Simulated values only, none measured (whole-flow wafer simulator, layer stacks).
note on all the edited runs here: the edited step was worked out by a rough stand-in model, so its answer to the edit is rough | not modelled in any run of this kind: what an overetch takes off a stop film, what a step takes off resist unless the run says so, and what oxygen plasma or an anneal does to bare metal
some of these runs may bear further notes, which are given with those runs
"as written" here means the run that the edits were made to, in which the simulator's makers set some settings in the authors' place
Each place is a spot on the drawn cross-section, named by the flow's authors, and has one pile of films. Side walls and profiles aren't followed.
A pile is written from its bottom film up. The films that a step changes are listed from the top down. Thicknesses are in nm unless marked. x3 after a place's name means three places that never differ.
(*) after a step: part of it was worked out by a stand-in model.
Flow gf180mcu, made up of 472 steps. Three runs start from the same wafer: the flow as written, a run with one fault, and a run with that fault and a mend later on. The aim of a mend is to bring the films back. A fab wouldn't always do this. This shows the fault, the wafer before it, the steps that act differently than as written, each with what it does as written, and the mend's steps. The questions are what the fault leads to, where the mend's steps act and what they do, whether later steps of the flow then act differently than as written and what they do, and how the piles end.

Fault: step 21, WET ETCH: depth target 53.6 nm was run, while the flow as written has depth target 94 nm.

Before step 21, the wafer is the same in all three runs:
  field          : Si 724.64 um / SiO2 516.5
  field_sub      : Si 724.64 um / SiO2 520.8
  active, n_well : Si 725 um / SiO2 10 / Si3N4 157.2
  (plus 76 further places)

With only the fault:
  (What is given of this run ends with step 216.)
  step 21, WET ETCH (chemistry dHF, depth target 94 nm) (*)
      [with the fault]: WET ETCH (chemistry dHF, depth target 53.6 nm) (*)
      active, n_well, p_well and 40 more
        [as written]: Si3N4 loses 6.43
        [with the fault]: Si3N4 loses 3.7
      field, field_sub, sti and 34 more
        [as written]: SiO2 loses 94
        [with the fault]: SiO2 loses 53.6
  Steps further on in the flow that do not act as written (30 more steps, not shown, differ only slightly: by at most 2% or 0.5 nm, whichever is larger):
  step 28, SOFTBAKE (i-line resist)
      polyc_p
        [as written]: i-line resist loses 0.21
        [with the fault]: i-line resist gains 0.31
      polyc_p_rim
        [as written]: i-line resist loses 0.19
        [with the fault]: i-line resist gains 0.36
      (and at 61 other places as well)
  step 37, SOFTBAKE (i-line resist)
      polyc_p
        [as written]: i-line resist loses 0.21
        [with the fault]: i-line resist gains 0.31
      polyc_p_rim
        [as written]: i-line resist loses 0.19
        [with the fault]: i-line resist gains 0.36
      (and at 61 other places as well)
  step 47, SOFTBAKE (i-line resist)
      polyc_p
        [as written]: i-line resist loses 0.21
        [with the fault]: i-line resist gains 0.31
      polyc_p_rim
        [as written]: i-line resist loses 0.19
        [with the fault]: i-line resist gains 0.36
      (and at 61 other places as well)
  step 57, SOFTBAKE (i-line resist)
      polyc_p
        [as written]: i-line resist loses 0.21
        [with the fault]: i-line resist gains 0.31
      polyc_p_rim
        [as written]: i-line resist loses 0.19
        [with the fault]: i-line resist gains 0.36
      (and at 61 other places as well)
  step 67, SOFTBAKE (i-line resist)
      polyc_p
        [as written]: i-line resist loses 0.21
        [with the fault]: i-line resist gains 0.31
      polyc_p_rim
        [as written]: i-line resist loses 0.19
        [with the fault]: i-line resist gains 0.36
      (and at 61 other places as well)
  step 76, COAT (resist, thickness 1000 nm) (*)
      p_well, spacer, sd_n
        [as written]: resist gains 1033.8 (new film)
        [with the fault]: resist gains 1073.2 (new film)
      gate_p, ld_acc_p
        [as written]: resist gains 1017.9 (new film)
        [with the fault]: resist gains 1038.7 (new film)
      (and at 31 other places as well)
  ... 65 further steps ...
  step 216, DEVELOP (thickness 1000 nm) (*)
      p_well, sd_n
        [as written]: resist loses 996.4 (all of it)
        [with the fault]: resist loses 1033.8 (all of it)
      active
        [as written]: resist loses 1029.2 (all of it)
        [with the fault]: resist loses 1058.5 (all of it)
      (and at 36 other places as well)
  The piles after step 216 differ from the flow's at field, field__w1, field__w2 and 73 more by more than 2% or 0.5 nm, whichever is larger.
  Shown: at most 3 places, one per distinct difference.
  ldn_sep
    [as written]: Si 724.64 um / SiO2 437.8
    [with the fault]: Si 724.64 um / SiO2 478
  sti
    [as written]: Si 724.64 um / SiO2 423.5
    [with the fault]: Si 724.64 um / SiO2 463.7
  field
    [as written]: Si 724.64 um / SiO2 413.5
    [with the fault]: Si 724.64 um / SiO2 453.7

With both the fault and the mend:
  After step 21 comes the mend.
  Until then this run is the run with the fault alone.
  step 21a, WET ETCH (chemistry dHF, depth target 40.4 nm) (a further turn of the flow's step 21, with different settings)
      field, field_sub, sti and 34 more
        SiO2 loses 40.4
  Every later step of the flow that is run acts as written, at every place that is followed, to within 2% or 0.5 nm, whichever is larger.
  By the end, the piles equal the flow's at every place that both follow.
